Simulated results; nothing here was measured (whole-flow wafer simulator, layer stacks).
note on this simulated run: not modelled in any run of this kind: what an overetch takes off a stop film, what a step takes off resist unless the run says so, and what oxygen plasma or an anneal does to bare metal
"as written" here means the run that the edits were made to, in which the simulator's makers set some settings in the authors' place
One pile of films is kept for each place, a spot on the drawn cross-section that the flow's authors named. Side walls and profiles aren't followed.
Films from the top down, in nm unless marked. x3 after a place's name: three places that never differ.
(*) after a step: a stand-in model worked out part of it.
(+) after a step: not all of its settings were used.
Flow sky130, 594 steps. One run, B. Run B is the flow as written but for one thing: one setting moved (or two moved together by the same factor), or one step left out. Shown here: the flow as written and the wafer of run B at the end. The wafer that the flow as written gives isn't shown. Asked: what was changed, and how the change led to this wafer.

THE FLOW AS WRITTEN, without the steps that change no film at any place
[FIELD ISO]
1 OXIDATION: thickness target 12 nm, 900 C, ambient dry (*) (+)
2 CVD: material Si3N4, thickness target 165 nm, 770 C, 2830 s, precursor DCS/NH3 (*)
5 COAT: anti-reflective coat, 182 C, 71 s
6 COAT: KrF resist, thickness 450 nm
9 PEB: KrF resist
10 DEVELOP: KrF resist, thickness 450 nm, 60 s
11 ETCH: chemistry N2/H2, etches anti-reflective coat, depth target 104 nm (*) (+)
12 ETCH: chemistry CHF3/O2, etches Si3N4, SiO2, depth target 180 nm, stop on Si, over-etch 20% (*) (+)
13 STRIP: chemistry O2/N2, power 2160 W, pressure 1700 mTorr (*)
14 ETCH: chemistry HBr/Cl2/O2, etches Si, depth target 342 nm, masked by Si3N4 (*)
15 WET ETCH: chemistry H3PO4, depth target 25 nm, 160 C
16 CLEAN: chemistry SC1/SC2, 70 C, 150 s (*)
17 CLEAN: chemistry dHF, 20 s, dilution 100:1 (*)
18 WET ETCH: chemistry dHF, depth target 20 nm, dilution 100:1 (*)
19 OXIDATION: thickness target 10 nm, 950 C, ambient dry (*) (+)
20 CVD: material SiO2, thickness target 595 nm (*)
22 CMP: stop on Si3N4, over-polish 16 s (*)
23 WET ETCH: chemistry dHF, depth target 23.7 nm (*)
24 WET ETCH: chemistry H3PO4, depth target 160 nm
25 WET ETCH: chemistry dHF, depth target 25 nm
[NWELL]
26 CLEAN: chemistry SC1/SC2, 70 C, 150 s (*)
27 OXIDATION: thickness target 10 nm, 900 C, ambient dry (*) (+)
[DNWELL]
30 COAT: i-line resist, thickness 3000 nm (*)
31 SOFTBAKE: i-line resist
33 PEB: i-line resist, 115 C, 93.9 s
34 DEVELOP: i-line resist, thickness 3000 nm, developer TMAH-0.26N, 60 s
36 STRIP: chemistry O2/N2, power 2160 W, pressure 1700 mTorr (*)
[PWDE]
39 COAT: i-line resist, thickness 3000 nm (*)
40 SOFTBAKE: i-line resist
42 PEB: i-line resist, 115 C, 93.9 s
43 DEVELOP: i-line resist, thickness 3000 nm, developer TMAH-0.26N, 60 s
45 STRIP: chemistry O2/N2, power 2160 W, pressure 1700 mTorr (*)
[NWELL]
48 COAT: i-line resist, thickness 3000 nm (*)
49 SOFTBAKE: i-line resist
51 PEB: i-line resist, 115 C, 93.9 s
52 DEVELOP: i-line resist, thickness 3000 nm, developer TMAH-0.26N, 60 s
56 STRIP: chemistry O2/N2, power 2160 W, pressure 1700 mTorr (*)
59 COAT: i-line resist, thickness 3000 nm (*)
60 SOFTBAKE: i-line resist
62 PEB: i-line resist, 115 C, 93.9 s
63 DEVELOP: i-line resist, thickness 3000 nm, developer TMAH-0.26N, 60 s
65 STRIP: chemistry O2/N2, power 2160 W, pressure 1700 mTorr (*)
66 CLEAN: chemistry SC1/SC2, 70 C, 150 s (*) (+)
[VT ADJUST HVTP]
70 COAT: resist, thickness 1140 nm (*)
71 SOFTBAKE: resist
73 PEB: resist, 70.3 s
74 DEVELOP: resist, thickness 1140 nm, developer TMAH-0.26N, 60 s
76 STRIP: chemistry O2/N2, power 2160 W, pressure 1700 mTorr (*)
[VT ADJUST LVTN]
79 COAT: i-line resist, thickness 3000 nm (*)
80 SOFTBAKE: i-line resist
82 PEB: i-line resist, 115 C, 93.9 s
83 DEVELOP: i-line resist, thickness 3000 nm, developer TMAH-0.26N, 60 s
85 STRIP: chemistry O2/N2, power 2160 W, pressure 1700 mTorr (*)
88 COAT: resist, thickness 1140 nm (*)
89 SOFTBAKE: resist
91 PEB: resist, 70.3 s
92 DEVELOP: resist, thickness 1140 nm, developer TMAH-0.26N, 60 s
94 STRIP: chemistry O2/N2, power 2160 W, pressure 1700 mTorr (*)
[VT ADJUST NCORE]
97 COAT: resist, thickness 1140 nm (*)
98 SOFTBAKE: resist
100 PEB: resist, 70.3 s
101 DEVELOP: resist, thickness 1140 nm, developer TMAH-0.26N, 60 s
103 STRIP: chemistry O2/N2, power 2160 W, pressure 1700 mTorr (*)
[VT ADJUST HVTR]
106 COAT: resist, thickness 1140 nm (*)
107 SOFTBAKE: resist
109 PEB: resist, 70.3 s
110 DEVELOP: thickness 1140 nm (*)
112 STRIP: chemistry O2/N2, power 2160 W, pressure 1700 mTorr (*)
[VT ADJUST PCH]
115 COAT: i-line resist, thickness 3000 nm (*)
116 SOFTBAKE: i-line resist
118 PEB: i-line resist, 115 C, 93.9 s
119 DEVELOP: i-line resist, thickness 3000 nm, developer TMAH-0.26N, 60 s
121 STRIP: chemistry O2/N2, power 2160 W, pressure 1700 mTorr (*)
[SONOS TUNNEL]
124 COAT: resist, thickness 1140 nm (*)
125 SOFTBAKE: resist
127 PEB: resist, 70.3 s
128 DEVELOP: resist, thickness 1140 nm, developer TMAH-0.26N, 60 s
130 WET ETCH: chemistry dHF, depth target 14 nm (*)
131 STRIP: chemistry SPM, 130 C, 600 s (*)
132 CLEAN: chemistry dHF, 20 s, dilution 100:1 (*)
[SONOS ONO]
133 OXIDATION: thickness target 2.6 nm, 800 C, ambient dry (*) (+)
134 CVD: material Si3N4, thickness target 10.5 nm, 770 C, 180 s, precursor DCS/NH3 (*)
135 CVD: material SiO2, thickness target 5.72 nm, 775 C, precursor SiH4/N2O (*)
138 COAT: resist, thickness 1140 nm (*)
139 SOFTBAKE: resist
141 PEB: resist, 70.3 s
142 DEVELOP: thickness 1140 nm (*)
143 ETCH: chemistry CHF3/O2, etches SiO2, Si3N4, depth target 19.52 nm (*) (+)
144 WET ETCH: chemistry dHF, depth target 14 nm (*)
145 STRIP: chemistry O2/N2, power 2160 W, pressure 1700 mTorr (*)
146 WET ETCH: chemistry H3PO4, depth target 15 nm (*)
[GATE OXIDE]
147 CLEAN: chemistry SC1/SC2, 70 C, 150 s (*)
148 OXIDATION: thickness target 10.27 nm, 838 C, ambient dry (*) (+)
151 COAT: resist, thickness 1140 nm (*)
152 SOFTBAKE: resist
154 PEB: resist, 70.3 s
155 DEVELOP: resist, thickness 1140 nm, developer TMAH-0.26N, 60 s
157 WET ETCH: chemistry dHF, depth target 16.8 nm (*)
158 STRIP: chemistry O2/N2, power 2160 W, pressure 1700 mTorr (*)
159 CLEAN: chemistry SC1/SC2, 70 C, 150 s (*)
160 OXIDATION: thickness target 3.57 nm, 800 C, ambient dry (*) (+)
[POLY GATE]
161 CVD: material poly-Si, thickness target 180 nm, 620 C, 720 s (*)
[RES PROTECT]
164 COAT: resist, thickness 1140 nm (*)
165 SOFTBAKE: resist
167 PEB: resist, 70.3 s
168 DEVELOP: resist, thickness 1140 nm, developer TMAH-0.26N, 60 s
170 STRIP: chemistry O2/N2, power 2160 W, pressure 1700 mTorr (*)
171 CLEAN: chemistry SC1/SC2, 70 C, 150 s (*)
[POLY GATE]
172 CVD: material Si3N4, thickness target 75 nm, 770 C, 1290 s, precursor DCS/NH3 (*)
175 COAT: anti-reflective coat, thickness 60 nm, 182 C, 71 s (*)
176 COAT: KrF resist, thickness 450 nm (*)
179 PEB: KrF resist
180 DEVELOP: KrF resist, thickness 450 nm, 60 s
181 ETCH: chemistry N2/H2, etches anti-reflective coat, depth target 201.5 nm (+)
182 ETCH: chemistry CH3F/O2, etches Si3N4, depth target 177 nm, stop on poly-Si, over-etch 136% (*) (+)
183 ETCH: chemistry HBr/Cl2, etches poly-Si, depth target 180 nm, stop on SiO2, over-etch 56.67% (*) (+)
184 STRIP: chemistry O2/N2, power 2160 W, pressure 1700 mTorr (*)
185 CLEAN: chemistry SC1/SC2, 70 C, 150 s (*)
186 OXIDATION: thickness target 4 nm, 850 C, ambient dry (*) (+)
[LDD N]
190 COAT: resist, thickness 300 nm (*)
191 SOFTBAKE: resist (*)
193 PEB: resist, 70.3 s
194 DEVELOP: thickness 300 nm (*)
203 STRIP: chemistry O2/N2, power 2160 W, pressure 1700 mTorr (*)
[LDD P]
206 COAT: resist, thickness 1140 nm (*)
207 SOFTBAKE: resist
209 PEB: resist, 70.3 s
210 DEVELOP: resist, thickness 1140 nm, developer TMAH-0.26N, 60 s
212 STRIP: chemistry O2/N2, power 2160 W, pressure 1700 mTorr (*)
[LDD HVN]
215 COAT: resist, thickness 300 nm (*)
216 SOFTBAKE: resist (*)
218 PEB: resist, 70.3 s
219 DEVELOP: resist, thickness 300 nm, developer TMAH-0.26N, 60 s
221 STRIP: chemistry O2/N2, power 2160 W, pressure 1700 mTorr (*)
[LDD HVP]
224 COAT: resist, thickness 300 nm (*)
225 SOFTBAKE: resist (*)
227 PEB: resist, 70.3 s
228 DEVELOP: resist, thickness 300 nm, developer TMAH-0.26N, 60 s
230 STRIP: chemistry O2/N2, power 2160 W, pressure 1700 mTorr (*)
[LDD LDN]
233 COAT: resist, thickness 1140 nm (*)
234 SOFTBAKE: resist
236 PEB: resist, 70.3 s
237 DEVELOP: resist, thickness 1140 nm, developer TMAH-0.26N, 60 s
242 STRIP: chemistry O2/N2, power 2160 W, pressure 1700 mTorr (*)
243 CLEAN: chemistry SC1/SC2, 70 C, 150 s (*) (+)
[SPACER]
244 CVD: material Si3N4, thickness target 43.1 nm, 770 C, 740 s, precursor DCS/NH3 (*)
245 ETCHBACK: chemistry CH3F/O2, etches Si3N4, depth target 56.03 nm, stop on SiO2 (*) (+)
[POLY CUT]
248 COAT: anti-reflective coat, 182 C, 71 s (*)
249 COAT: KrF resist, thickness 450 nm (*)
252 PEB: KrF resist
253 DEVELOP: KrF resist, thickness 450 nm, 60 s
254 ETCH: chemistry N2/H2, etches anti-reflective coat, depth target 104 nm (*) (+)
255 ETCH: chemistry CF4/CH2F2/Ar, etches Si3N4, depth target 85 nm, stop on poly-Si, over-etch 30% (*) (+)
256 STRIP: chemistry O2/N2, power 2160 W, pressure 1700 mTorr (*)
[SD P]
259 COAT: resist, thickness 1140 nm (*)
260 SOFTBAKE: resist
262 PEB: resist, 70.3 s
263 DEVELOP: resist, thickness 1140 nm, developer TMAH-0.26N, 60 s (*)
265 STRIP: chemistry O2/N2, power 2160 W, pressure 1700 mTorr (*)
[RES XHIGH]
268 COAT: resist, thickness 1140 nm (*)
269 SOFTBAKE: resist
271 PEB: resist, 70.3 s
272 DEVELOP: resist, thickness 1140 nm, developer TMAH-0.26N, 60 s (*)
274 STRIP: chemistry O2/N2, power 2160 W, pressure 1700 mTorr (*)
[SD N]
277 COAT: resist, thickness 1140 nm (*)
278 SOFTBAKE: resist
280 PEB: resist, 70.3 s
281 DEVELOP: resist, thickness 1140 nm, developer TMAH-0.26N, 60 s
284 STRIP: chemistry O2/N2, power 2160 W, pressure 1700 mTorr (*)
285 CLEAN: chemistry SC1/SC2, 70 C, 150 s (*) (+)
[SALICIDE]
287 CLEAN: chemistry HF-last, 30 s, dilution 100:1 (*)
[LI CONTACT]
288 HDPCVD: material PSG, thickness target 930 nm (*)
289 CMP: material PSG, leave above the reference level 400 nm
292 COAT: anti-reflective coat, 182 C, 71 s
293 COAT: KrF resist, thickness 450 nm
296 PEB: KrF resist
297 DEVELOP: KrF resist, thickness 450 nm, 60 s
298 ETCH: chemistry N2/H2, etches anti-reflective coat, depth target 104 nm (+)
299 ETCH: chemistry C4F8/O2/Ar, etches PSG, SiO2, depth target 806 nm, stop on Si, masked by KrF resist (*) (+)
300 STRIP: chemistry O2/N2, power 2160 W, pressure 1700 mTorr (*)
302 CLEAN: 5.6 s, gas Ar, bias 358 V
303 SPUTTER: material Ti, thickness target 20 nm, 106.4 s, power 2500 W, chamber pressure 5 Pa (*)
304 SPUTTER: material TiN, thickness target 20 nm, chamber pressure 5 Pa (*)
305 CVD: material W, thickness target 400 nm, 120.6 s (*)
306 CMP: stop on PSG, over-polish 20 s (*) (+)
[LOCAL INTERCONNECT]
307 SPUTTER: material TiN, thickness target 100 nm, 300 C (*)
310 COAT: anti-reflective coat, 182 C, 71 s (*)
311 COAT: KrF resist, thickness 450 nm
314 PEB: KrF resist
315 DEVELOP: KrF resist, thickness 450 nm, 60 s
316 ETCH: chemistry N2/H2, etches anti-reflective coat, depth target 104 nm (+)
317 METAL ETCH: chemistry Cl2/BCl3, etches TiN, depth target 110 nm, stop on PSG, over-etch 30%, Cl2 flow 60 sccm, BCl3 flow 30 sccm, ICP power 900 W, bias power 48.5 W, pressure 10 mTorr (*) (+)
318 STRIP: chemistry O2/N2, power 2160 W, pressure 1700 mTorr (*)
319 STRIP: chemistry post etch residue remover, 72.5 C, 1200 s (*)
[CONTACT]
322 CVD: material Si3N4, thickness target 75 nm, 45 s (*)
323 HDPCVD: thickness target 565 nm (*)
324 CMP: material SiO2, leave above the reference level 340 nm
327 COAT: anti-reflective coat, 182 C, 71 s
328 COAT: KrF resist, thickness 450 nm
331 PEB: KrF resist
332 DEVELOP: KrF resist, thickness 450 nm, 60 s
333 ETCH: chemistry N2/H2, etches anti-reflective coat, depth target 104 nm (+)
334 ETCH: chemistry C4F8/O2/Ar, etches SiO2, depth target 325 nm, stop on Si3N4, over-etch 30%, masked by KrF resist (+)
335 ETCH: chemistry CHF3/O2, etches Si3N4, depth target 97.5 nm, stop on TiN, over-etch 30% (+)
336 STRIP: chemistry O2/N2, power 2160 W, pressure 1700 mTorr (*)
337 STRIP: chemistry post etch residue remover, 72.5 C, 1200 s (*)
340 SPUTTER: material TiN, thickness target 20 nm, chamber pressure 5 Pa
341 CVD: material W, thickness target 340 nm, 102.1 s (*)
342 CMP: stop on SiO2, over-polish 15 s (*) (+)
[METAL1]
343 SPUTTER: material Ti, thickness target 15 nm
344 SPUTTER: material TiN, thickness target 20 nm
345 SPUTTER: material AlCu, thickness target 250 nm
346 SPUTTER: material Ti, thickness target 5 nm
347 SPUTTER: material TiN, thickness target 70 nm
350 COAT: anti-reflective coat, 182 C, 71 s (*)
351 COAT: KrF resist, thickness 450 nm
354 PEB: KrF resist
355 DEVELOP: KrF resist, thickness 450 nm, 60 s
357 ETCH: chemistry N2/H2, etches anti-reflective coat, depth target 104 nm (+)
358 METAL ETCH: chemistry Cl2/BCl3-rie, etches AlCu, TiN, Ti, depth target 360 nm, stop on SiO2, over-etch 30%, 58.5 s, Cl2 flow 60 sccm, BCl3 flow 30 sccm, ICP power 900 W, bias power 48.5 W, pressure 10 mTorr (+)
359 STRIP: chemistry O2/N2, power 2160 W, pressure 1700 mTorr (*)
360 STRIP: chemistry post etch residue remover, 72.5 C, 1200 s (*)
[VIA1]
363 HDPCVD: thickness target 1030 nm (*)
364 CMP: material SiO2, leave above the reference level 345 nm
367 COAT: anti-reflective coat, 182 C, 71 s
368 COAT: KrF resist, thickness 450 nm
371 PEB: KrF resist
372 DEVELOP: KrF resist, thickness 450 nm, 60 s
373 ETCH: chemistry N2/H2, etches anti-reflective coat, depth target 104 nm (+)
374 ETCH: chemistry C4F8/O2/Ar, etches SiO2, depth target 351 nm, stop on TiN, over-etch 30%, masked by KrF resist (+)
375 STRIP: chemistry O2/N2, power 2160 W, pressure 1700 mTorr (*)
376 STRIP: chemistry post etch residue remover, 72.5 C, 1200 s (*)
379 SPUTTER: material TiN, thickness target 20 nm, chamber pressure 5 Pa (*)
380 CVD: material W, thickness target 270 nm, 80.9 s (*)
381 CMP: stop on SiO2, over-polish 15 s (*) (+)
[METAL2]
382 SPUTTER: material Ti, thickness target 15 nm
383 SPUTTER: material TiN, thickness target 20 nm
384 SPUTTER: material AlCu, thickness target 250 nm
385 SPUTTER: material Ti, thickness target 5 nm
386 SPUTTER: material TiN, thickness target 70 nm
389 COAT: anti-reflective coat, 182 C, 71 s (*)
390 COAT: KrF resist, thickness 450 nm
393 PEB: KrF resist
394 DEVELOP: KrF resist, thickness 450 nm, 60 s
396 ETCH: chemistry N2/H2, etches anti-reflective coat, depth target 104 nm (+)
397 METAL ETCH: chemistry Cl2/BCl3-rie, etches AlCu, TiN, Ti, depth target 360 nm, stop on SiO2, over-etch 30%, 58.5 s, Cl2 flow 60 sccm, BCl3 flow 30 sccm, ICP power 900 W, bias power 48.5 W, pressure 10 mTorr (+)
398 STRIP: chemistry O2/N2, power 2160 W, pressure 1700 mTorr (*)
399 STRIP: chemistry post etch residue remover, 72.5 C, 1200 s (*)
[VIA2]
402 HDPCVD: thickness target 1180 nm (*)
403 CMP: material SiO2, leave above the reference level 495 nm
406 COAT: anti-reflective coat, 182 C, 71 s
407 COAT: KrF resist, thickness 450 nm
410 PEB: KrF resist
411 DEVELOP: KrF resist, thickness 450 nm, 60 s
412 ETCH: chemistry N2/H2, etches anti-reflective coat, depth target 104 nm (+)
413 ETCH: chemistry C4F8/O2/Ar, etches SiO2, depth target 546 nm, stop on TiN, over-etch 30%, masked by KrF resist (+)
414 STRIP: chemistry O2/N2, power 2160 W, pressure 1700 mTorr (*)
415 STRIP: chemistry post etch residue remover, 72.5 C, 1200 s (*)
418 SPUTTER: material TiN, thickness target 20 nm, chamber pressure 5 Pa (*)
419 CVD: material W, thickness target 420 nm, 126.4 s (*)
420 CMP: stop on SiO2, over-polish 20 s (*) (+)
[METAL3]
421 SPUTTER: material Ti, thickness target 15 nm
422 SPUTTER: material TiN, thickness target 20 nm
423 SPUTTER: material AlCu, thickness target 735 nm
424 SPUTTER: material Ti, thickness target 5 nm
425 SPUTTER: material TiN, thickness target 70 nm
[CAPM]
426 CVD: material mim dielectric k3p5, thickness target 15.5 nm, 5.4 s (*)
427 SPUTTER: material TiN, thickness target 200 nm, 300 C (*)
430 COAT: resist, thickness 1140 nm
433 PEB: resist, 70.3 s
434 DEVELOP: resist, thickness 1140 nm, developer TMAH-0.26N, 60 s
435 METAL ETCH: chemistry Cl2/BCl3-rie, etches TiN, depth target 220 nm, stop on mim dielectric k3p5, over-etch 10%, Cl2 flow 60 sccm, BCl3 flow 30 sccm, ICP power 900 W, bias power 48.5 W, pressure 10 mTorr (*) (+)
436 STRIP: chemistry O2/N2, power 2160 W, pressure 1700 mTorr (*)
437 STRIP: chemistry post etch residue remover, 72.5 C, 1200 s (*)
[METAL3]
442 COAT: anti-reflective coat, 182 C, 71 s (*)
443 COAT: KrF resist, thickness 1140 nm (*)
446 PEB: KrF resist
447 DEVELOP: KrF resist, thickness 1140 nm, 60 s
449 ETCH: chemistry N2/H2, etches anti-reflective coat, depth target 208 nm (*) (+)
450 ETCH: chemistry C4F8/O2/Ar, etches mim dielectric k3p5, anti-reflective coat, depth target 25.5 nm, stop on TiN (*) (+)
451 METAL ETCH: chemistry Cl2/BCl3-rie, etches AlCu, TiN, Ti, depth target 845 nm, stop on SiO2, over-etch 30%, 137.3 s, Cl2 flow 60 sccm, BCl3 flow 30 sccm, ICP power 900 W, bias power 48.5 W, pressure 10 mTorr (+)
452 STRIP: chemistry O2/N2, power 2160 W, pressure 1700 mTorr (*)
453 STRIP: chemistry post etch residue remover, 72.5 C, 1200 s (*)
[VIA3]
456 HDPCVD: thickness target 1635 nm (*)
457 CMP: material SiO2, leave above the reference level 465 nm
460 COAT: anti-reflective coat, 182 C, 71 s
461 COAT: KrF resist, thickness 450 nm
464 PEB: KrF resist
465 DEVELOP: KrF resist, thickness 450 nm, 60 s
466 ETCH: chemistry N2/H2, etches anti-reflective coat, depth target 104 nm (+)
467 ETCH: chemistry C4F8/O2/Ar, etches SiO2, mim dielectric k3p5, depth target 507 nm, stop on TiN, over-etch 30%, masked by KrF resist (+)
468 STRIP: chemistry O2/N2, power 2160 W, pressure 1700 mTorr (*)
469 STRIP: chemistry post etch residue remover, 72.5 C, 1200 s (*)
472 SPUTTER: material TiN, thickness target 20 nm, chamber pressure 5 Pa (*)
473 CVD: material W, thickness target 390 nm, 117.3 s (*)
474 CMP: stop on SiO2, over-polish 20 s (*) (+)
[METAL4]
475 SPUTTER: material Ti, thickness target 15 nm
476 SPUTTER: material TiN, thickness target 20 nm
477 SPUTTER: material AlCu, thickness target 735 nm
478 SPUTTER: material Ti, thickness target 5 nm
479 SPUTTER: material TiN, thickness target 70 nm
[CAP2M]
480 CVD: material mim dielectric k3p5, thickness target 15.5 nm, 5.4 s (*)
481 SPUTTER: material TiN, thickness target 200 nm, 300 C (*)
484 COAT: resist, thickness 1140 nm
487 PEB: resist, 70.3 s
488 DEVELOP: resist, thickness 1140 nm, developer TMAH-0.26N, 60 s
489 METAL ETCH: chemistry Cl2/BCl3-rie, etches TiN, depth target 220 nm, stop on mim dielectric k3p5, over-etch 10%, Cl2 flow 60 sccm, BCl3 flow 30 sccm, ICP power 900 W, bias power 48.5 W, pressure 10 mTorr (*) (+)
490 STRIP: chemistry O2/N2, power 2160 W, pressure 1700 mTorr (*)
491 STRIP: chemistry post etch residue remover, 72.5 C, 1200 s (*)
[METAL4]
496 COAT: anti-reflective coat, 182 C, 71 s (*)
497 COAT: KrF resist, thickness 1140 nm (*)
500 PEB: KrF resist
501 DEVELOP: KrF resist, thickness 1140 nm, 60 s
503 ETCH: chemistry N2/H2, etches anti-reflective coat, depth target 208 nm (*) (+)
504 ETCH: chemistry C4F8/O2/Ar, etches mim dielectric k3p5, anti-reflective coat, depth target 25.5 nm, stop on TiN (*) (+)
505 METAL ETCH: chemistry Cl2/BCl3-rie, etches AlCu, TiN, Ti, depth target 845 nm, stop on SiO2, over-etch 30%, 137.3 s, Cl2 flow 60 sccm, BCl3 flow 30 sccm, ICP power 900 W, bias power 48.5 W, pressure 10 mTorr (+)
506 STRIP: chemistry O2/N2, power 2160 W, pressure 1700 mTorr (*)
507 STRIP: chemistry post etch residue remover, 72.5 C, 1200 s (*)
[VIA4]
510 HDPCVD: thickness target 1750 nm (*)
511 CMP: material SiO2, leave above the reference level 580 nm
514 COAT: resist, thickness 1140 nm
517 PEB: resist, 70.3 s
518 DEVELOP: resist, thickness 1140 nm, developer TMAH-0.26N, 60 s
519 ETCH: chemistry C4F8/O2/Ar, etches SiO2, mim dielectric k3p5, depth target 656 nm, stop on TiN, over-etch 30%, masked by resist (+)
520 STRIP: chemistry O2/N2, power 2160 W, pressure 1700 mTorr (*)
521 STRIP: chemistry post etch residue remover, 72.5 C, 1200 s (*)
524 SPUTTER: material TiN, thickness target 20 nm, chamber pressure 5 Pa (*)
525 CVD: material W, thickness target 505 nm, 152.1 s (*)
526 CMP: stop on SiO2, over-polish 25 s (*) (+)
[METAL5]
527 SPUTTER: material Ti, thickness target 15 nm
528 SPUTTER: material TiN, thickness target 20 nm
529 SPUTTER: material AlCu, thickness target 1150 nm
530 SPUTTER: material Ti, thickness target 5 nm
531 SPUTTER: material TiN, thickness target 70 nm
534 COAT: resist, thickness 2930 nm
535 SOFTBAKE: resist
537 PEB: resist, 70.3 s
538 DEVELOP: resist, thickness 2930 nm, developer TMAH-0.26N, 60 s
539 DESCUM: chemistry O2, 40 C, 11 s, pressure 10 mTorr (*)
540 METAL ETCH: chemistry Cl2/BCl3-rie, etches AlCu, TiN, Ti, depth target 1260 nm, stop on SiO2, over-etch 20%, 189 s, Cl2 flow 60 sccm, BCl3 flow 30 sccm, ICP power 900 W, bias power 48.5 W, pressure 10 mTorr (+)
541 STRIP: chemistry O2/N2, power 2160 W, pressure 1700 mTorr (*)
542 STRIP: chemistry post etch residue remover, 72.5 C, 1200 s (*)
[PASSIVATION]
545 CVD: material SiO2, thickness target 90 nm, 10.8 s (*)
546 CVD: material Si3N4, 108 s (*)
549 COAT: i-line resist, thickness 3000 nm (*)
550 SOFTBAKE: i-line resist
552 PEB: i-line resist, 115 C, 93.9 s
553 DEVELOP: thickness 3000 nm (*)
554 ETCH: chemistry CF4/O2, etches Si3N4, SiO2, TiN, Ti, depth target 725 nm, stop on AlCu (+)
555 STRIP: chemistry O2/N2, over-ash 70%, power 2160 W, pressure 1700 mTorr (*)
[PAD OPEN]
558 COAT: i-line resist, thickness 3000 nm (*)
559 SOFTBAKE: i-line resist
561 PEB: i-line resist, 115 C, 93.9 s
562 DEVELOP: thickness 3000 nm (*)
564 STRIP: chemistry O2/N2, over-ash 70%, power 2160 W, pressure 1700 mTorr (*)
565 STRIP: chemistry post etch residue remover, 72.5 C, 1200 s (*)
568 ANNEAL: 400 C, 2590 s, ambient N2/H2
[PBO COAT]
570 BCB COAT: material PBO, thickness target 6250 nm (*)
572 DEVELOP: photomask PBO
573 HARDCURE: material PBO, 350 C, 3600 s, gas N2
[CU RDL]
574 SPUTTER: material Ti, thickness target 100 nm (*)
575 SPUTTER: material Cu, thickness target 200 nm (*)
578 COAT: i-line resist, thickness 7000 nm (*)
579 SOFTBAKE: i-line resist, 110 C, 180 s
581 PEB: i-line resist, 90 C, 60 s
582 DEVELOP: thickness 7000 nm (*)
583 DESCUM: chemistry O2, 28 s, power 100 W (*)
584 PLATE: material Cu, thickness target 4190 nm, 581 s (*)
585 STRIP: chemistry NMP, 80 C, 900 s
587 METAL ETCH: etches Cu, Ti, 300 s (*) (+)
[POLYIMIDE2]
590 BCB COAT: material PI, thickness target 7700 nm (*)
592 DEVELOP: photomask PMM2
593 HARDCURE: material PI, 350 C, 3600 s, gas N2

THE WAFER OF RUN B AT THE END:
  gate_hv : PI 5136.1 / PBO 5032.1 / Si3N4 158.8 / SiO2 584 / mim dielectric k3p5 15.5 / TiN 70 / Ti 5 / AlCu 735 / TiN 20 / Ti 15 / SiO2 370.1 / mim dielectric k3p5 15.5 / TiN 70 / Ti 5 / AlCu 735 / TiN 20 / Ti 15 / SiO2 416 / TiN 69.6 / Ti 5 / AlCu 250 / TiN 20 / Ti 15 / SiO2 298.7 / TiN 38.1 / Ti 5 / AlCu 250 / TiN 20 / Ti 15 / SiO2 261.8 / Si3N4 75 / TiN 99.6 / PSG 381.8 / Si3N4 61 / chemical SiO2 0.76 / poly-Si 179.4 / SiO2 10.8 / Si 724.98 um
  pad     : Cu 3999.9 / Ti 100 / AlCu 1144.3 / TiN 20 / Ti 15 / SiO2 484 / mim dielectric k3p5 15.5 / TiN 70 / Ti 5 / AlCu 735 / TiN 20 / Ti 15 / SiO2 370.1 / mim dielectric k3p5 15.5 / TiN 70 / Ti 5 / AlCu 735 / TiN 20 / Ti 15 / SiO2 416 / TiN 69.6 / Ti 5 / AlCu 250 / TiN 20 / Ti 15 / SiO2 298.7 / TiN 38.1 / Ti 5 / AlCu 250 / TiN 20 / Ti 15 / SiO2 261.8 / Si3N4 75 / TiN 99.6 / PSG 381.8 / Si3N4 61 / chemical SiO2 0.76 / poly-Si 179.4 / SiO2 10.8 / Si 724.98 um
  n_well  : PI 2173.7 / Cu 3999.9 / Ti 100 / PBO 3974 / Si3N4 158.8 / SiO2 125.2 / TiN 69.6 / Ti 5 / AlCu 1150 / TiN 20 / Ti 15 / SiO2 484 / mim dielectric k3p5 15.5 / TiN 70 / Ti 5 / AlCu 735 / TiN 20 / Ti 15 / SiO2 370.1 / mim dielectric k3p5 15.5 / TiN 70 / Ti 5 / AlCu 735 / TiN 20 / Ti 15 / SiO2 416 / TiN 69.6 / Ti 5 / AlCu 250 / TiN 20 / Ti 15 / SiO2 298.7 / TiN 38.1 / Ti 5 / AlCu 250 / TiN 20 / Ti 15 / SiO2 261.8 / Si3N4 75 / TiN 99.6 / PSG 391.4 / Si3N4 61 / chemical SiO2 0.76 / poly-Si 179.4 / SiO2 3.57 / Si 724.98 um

The cause: step 347, SPUTTER: thickness target 38.5 nm was run, where the flow has thickness target 70 nm.

How the change led to this, step by step:
  347 SPUTTER: material TiN, thickness target 70 nm
      field, active, n_well and 188 more: TiN +38.5 (new film) (as written it would be: TiN +70 (new film))
  358 METAL ETCH: chemistry Cl2/BCl3-rie, etches AlCu, TiN, Ti, depth target 360 nm, stop on SiO2, over-etch 30%, 58.5 s, Cl2 flow 60 sccm, BCl3 flow 30 sccm, ICP power 900 W, bias power 48.5 W, pressure 10 mTorr (+)
      field, active, gate and 81 more: TiN -37.2 (all of it), Ti -5 (all of it), AlCu -250 (all of it), TiN -20 (all of it), Ti -15 (all of it), SiO2 -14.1 (as written it would be: TiN -68.7 (all of it), Ti -5 (all of it), AlCu -250 (all of it), TiN -20 (all of it), Ti -15 (all of it), SiO2 -10.9)
  364 CMP: material SiO2, leave above the reference level 345 nm
      n_well, p_well, gate_hv and 100 more: SiO2 -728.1 (as written it would be: SiO2 -759.6)
      poly_licon, ndiff_licon, ndiff_licon_cpp, rpo_hd_licon: SiO2 -727.5 (as written it would be: SiO2 -759)
  374 ETCH: chemistry C4F8/O2/Ar, etches SiO2, depth target 351 nm, stop on TiN, over-etch 30%, masked by KrF resist (+)
      m1, via1_hole: SiO2 -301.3 (all of it) (as written it would be: SiO2 -269.8 (all of it))
  379 SPUTTER: material TiN, thickness target 20 nm, chamber pressure 5 Pa (*)
      m1: TiN +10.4 (as written it would be: TiN +11)
  380 CVD: material W, thickness target 270 nm, 80.9 s (*)
      m1: W +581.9 (new film) (as written it would be: W +549.9 (new film))
      via1_hole: W +582 (new film) (as written it would be: W +549.9 (new film))
